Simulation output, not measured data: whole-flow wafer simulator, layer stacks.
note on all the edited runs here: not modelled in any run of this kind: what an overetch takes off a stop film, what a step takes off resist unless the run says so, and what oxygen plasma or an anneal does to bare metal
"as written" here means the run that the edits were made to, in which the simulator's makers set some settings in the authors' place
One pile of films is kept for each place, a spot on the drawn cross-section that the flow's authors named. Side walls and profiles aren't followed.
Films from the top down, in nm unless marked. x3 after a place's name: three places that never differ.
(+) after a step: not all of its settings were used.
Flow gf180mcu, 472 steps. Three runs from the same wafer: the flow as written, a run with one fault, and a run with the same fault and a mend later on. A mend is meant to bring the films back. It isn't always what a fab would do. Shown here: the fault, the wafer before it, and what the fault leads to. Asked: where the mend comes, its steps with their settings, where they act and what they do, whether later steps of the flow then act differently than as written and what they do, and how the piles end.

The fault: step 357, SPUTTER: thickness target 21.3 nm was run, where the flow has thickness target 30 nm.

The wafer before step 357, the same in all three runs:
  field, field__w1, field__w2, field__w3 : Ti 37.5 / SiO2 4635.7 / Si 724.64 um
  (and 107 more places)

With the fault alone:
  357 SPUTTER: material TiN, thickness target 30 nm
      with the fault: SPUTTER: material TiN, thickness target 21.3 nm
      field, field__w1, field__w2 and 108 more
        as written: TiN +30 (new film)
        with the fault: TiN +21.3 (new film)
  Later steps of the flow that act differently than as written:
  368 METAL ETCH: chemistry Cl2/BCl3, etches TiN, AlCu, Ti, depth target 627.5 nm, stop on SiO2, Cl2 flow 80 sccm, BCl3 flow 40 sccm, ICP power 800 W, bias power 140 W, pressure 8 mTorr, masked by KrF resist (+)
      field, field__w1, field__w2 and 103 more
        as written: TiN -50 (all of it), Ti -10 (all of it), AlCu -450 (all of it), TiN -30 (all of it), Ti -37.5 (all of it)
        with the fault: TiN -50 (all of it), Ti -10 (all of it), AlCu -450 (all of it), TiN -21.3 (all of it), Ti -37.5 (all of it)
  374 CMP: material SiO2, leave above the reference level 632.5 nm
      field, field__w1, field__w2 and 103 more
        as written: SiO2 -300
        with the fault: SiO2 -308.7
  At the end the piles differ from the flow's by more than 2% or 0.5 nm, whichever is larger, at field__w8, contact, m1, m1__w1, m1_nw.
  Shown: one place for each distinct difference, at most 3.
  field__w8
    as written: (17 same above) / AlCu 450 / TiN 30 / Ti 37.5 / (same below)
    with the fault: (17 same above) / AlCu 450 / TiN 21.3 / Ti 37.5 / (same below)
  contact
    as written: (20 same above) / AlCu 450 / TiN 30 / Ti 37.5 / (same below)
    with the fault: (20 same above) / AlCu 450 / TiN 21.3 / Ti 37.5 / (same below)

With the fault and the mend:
  The mend comes after step 357.
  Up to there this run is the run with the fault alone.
  357a SPUTTER: material TiN, thickness target 8.7 nm (the flow's step 357 once more, with other settings)
      field, field__w1, field__w2 and 108 more
        TiN +8.7
  No later step of the flow acts differently than as written at any place that is followed.
  At the end the piles are the same as the flow's at every place that both follow.
